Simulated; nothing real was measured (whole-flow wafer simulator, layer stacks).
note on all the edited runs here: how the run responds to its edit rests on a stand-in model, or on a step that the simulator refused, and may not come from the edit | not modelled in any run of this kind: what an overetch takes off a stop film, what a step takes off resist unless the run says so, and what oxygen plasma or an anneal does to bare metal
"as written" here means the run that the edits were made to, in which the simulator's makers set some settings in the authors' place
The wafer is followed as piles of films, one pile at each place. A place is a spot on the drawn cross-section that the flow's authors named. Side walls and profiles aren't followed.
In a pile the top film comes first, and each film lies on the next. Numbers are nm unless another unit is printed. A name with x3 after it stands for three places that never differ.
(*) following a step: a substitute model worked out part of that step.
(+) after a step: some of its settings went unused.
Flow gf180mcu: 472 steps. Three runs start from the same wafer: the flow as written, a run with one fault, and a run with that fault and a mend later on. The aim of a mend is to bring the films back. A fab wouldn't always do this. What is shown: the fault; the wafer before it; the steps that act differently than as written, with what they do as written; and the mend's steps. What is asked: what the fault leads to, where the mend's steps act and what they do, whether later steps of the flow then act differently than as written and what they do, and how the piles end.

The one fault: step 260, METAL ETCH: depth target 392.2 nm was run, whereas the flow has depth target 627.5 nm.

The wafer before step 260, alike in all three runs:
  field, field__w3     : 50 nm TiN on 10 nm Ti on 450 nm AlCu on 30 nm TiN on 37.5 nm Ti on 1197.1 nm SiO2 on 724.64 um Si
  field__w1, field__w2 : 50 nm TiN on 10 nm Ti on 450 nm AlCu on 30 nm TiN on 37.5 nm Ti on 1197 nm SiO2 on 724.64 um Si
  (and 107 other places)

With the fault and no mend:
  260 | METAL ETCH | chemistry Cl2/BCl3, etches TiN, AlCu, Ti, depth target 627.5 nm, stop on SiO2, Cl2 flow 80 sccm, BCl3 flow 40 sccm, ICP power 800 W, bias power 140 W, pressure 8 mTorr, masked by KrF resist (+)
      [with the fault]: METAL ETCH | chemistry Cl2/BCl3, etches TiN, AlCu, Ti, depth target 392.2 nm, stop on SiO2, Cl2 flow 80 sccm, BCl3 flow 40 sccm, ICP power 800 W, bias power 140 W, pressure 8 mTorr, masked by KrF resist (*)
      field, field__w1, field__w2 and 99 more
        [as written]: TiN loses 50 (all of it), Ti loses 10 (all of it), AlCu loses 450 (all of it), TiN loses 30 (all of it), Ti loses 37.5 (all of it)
        [with the fault]: TiN loses 50 (all of it), Ti loses 10 (all of it), AlCu loses 332.2
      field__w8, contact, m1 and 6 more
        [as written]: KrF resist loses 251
        [with the fault]: KrF resist loses 156.9
  Later steps of the flow acting differently than as written:
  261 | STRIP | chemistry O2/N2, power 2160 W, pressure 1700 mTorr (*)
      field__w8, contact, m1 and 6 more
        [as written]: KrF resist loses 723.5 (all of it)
        [with the fault]: KrF resist loses 817.6 (all of it)
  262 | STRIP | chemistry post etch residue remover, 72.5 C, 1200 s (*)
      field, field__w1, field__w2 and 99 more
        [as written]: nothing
        [with the fault]: AlCu loses 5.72
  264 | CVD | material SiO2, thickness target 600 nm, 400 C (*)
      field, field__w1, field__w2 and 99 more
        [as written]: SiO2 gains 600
        [with the fault]: SiO2 gains 600 (new film)
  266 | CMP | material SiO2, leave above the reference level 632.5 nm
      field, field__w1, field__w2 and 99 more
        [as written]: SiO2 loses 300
        [with the fault]: SiO2 loses 479.6
  At field, field__w1, field__w2 and 100 more, the piles at the end differ from the flow's by more than 2% or 0.5 nm, whichever is larger.
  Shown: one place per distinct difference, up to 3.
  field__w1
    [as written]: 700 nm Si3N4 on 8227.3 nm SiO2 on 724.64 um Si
    [with the fault]: 700 nm Si3N4 on 6850.7 nm SiO2 on 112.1 nm AlCu on 30 nm TiN on 37.5 nm Ti on 1197 nm SiO2 on 724.64 um Si
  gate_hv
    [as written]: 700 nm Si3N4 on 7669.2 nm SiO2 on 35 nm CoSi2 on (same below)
    [with the fault]: 700 nm Si3N4 on 6850.7 nm SiO2 on 112.1 nm AlCu on 30 nm TiN on 37.5 nm Ti on 638.9 nm SiO2 on 35 nm CoSi2 on (same below)
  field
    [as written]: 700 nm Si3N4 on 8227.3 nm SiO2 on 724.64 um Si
    [with the fault]: 700 nm Si3N4 on 6850.7 nm SiO2 on 112.1 nm AlCu on 30 nm TiN on 37.5 nm Ti on 1197.1 nm SiO2 on 724.64 um Si

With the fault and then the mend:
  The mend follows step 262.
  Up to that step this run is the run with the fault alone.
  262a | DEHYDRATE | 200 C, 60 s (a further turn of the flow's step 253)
      leaves every film unchanged at each place that is followed
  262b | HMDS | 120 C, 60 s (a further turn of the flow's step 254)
      leaves every film unchanged at each place that is followed
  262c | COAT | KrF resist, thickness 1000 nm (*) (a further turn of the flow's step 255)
      iso_ptap_pw, iso_ntap_nw, iso_nw_fld and 33 more
        KrF resist gains 1000 (new film)
      field_sub__w2, field_sub__w4, gate_nat and 10 more
        KrF resist gains 1002.5 (new film)
      field__w2, field__w3, field__w12 and 9 more
        KrF resist gains 1002.7 (new film)
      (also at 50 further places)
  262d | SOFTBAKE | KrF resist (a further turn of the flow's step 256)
      leaves every film unchanged at each place that is followed
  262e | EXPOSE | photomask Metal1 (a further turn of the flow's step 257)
      leaves every film unchanged at each place that is followed
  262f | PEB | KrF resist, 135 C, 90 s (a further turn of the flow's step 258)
      field__w1, field__w2, field__w3 and 56 more
        KrF resist loses 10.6
      iso_ptap_pw, iso_ntap_nw, iso_nw_fld and 33 more
        KrF resist loses 10.5
      gate_hv, sd_p, nw_sep_fld
        KrF resist loses 10.7
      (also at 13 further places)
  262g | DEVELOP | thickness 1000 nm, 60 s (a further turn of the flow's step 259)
      iso_ptap_pw, iso_ntap_nw, iso_nw_fld and 33 more
        KrF resist loses 989.5 (all of it)
      field__w12, field_sub, field_sub__w3 and 8 more
        KrF resist loses 992.1 (all of it)
      field_sub__w2, field_sub__w4, gate_nat and 8 more
        KrF resist loses 991.9 (all of it)
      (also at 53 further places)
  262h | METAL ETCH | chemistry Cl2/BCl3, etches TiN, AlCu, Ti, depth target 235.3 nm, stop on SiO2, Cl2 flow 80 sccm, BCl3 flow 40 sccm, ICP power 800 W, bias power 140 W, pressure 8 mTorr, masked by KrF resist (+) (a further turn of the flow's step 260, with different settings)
      field, field__w1, field__w2 and 99 more
        AlCu loses 112.1 (all of it), TiN loses 30 (all of it), Ti loses 37.5 (all of it)
      field__w8, contact, m1 and 6 more
        KrF resist loses 94.1
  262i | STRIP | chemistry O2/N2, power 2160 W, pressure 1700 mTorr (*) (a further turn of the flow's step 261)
      field__w8
        KrF resist loses 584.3 (all of it)
      contact
        KrF resist loses 582.3 (all of it)
      m1
        KrF resist loses 584.5 (all of it)
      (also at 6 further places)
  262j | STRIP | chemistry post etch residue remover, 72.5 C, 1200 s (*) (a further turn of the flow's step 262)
      field__w8, contact, m1 and 6 more
        TiN loses 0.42
  Every later step of the flow that is run acts as written, at every place that is followed, to within 2% or 0.5 nm, whichever is larger.
  The piles end only slightly different from the flow's at the places that both follow, by no more than 2% or 0.5 nm, whichever is larger.
